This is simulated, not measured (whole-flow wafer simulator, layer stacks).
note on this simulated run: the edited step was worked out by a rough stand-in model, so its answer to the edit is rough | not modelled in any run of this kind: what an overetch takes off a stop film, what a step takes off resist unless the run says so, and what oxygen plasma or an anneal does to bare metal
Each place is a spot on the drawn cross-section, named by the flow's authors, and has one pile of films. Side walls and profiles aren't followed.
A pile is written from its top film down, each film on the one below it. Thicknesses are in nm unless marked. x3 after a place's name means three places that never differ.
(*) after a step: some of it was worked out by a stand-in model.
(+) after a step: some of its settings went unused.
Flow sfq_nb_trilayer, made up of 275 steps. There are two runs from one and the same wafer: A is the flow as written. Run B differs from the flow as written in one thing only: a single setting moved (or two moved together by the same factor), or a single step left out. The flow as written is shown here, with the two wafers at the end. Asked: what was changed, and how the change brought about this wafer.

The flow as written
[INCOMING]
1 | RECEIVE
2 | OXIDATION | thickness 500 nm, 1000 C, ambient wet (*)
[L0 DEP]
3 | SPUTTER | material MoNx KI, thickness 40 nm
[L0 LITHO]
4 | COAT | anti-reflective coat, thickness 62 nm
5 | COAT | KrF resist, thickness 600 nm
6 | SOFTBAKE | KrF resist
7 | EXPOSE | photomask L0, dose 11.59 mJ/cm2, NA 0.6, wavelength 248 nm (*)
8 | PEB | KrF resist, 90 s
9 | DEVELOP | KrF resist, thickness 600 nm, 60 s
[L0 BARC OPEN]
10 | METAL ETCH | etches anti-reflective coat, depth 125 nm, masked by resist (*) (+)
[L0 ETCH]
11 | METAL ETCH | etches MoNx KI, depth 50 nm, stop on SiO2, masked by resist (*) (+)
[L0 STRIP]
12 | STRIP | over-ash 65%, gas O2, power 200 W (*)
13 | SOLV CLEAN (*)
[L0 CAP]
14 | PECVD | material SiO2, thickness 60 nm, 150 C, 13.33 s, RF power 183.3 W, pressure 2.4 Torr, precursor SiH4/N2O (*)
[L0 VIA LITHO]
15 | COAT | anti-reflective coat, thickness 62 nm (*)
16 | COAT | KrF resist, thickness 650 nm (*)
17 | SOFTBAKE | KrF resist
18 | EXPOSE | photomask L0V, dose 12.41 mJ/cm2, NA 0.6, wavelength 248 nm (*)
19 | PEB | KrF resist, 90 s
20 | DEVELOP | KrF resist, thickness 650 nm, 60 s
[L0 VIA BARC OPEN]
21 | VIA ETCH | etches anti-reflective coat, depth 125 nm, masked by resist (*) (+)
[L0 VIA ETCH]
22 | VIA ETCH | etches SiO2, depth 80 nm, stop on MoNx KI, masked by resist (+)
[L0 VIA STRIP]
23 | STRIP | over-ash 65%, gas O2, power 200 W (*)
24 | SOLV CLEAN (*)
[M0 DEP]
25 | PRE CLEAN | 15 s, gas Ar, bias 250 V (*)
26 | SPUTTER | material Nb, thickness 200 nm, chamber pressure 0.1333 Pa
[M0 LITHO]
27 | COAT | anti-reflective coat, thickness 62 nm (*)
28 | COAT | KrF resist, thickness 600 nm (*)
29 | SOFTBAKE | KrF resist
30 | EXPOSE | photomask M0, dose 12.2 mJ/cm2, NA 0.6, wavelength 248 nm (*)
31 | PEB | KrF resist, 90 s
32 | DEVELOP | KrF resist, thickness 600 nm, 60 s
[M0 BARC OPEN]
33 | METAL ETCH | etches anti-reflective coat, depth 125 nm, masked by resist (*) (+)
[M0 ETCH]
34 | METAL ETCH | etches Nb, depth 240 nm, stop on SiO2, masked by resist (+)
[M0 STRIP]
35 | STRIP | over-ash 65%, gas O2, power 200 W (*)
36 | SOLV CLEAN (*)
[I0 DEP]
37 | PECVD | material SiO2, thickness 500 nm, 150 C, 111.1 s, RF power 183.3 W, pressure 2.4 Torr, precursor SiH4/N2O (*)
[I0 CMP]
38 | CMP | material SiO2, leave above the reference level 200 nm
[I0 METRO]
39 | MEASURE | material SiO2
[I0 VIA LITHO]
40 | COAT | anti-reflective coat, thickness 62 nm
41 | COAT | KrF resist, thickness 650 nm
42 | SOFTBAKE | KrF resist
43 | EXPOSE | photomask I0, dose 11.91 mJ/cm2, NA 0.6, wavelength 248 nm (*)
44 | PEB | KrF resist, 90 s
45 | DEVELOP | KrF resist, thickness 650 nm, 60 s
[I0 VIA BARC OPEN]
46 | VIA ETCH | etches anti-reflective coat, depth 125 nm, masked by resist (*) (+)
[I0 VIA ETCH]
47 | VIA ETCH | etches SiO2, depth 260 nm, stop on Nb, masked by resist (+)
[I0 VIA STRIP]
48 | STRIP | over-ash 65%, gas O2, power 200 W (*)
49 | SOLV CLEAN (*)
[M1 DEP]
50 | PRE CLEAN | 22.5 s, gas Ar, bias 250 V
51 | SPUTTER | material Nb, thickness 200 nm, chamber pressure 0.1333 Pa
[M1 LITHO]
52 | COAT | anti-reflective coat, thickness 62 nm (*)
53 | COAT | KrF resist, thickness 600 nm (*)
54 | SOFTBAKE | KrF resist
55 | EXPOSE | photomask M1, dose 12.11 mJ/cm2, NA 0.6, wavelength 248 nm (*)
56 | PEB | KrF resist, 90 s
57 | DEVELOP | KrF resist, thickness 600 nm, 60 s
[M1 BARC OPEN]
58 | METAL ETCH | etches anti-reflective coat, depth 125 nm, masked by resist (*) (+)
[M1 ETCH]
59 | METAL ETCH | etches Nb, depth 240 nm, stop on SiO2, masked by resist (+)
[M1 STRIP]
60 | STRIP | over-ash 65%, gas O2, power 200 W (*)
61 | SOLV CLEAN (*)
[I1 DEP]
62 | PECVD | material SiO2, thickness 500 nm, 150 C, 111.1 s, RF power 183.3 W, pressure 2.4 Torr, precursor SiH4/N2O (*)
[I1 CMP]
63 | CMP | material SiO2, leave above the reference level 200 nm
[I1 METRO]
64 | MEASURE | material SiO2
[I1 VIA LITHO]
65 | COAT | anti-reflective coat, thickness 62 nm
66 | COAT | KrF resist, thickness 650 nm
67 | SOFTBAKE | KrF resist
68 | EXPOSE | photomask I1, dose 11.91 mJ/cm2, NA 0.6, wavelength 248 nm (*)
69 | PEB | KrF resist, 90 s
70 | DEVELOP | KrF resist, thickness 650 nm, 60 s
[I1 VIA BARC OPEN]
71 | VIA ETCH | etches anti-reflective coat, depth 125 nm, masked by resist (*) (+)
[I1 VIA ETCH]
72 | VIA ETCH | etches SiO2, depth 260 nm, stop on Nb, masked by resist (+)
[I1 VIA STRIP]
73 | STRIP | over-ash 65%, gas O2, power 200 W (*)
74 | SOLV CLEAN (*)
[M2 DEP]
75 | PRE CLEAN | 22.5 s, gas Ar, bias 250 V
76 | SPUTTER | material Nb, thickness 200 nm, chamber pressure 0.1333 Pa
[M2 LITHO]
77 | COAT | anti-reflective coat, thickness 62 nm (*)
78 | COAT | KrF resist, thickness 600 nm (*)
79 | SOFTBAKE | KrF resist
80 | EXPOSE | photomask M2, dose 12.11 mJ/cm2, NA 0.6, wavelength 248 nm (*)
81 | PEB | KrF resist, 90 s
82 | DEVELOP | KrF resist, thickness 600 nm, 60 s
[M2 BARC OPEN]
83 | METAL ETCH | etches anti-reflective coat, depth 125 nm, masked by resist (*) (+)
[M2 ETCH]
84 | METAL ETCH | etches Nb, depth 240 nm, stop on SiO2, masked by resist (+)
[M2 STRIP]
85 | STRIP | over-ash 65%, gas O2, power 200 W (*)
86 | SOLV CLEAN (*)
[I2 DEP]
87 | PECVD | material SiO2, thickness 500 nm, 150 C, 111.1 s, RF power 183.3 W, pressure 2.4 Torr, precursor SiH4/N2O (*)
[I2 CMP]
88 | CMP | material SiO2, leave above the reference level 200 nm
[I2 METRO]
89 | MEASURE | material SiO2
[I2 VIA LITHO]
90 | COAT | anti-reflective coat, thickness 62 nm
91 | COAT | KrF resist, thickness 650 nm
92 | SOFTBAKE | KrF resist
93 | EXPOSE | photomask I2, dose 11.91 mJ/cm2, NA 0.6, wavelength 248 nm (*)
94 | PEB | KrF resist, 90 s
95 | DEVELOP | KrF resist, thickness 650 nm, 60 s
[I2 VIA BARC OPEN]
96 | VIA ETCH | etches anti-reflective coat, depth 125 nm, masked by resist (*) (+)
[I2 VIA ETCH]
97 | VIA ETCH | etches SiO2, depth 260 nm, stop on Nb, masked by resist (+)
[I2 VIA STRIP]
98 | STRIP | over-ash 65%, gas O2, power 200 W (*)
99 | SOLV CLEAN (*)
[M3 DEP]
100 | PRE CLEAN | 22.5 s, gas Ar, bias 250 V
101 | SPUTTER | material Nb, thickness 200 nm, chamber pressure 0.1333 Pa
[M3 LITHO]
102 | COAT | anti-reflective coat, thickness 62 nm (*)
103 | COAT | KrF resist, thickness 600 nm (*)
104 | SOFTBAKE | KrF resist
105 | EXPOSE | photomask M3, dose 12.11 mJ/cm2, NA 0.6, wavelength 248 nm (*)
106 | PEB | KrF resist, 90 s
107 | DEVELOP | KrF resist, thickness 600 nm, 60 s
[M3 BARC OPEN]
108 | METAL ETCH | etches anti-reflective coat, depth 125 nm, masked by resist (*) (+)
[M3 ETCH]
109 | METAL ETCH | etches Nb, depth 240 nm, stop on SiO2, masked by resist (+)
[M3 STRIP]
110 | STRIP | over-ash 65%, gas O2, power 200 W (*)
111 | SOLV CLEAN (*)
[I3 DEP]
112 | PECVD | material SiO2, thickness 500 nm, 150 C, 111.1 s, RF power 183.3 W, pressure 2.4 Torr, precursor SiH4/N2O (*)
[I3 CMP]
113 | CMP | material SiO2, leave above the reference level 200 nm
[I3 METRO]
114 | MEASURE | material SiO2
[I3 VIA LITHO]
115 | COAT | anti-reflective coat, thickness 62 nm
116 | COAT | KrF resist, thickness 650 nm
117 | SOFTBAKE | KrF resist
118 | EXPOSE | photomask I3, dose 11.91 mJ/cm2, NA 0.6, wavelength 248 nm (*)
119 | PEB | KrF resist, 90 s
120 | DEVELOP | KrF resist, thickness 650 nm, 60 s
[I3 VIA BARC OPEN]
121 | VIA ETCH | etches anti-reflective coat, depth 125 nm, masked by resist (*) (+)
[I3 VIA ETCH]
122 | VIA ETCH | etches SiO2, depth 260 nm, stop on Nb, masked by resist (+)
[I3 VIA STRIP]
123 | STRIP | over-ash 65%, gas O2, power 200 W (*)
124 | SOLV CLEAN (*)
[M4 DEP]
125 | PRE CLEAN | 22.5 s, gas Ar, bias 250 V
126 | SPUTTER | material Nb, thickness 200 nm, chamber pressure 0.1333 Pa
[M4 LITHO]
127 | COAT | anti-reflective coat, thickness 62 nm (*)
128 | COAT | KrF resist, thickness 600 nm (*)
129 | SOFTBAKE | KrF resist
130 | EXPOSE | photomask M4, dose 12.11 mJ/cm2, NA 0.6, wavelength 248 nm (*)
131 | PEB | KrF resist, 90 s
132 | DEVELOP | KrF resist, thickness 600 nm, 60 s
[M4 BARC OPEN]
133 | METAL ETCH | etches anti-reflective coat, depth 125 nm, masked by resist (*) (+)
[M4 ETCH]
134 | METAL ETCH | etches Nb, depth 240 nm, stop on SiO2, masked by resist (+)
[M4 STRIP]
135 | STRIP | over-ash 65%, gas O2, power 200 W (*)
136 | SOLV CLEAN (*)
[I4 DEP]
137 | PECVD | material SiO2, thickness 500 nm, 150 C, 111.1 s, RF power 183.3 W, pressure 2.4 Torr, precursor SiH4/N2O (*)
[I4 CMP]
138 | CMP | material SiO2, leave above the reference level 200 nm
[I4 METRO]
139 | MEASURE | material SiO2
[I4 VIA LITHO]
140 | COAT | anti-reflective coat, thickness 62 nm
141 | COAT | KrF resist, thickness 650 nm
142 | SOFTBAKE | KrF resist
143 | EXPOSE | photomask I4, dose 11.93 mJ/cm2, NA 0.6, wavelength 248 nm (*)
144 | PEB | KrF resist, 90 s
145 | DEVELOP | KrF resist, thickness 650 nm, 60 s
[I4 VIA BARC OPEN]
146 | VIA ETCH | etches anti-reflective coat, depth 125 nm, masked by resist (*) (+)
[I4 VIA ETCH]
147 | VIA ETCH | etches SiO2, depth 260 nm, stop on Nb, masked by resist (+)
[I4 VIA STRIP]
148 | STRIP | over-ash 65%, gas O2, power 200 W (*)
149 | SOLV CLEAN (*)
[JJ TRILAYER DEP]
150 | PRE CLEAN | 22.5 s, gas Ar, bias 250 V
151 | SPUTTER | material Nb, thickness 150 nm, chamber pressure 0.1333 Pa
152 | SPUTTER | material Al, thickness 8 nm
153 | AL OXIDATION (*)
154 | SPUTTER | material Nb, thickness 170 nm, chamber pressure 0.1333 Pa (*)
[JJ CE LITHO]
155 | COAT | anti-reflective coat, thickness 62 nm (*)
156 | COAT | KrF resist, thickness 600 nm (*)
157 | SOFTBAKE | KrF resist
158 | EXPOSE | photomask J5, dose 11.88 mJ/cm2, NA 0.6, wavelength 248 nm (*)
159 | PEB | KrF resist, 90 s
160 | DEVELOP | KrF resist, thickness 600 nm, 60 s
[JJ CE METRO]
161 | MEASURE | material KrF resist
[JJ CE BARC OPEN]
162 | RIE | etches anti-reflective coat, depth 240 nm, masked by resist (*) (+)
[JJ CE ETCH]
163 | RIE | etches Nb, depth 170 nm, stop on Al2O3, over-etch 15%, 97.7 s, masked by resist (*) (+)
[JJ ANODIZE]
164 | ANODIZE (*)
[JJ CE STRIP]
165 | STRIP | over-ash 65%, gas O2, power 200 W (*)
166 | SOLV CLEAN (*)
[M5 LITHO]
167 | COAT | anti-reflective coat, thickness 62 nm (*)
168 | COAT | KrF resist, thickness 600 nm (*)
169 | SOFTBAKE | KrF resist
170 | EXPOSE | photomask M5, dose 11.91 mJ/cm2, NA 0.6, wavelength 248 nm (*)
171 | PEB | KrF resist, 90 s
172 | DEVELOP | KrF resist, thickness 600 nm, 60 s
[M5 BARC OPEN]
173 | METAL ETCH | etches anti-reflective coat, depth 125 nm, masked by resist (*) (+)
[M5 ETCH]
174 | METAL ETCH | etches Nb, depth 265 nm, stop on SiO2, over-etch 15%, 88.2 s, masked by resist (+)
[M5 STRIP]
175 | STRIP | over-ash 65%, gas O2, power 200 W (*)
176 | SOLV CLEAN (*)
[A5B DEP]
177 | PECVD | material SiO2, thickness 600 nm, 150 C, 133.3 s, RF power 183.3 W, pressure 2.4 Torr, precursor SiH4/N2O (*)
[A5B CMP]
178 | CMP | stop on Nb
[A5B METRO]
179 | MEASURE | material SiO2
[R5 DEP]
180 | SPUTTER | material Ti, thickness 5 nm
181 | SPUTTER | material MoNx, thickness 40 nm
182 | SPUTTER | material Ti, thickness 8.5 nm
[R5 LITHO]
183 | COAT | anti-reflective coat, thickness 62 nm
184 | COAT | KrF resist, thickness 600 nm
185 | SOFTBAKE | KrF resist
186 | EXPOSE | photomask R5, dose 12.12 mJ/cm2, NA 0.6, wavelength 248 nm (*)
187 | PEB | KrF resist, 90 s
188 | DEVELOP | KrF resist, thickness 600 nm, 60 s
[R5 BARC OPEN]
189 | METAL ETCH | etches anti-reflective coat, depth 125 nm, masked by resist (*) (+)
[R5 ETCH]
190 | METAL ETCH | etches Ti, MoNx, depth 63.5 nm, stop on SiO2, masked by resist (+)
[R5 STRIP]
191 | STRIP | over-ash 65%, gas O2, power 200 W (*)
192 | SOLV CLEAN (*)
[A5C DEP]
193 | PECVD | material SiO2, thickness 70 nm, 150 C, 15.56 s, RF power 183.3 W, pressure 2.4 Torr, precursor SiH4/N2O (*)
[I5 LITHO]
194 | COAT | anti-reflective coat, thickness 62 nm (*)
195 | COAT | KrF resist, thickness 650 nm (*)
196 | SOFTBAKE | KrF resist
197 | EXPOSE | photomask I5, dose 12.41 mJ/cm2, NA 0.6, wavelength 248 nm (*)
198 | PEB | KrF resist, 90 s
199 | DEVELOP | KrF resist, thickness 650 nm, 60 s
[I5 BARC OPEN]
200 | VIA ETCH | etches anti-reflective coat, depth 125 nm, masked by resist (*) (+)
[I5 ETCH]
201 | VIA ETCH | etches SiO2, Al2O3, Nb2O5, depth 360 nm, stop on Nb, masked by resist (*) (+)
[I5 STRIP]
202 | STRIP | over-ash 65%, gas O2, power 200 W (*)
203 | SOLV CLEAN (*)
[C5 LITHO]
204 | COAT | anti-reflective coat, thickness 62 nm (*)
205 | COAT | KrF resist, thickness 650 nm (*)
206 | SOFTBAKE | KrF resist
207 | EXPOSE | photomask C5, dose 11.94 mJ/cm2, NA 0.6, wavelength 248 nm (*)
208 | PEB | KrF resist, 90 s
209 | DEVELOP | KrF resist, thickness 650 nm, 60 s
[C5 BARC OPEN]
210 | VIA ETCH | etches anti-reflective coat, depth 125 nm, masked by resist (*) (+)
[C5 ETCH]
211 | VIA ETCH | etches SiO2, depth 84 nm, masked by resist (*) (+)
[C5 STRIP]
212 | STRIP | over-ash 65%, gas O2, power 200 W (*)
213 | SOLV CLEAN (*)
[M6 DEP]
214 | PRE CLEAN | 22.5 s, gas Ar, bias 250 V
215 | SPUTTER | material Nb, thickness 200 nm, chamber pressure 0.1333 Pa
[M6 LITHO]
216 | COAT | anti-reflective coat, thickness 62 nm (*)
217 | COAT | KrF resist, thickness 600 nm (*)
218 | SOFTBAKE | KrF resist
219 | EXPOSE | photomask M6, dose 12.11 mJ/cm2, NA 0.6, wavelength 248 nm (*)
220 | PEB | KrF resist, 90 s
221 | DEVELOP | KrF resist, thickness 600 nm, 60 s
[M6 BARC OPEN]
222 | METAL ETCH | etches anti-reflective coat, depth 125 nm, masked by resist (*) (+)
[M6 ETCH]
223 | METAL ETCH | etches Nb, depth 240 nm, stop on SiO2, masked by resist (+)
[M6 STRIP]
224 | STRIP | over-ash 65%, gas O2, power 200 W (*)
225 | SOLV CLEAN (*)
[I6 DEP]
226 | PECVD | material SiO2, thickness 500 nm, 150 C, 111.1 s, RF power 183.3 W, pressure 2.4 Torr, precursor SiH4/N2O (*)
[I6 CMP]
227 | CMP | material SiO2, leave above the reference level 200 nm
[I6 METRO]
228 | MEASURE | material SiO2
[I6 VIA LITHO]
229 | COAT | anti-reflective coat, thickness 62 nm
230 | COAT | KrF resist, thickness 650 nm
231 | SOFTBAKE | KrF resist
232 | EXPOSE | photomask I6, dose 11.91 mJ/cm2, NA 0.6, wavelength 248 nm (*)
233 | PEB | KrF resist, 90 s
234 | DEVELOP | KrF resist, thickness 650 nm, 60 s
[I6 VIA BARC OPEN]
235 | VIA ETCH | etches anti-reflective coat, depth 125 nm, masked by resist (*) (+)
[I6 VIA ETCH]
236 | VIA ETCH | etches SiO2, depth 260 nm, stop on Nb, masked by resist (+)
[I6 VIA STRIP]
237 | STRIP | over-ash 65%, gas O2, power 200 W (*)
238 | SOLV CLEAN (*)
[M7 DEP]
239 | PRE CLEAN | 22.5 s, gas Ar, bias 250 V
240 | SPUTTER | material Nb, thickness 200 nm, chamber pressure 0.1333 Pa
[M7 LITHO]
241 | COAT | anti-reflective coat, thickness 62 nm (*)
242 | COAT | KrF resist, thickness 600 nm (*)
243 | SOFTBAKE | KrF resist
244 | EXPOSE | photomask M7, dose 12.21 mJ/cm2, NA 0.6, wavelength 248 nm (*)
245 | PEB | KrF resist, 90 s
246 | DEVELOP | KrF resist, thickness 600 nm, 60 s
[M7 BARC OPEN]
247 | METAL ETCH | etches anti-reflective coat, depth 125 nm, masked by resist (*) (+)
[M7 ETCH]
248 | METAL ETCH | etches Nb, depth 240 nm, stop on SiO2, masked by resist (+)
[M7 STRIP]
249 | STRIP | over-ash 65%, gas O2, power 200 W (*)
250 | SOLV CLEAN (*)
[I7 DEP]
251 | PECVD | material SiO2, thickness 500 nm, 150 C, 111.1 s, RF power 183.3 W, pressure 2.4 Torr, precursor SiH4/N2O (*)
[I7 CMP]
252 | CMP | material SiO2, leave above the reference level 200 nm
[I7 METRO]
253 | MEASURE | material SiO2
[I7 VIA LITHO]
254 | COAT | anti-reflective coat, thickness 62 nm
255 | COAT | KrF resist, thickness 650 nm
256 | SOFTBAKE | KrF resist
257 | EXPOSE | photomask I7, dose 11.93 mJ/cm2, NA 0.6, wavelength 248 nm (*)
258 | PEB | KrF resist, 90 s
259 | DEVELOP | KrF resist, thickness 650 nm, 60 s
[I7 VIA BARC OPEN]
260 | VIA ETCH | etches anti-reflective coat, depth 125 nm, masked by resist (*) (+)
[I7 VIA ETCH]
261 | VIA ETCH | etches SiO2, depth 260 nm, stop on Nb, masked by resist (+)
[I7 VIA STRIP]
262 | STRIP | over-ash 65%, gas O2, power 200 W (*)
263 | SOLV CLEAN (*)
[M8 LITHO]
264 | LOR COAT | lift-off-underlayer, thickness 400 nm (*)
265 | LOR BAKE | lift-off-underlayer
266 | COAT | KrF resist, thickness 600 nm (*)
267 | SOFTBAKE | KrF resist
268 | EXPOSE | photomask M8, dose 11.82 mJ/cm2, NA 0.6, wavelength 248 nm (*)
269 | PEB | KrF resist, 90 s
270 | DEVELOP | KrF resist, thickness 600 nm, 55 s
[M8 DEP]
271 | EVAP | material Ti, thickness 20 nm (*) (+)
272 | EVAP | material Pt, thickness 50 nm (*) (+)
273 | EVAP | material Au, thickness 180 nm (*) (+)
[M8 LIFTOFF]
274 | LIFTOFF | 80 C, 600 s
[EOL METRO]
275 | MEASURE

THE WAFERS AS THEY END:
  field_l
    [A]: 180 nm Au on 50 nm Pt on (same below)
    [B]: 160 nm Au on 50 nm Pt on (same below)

The reason: step 273, EVAP: thickness 160 nm was run, whereas the flow has thickness 180 nm.
The wafer lets one read it off: field_l has Au 160, and step 273 as written asks for 180 nm.

How this came from the change, step by step:
  273 | EVAP | material Au, thickness 180 nm (*) (+)
      field_l, v_sur, via_wl and 103 more: A Au gains 180 (new film) | B Au gains 160 (new film)
  274 | LIFTOFF | 80 C, 600 s
      p4_fl, p4_fm, p4_w1 and 71 more: A Au loses 180 (all of it), Pt loses 50 (all of it), Ti loses 20 (all of it), KrF resist loses 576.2 (all of it), lift-off-underlayer loses 400 (all of it) | B Au loses 160 (all of it), Pt loses 50 (all of it), Ti loses 20 (all of it), KrF resist loses 576.2 (all of it), lift-off-underlayer loses 400 (all of it)
      c5j, ce_r: A Au loses 180 (all of it), Pt loses 50 (all of it), Ti loses 20 (all of it), KrF resist loses 573.3 (all of it), lift-off-underlayer loses 399.3 (all of it) | B Au loses 160 (all of it), Pt loses 50 (all of it), Ti loses 20 (all of it), KrF resist loses 573.3 (all of it), lift-off-underlayer loses 399.3 (all of it)
      (also at 19 further places)
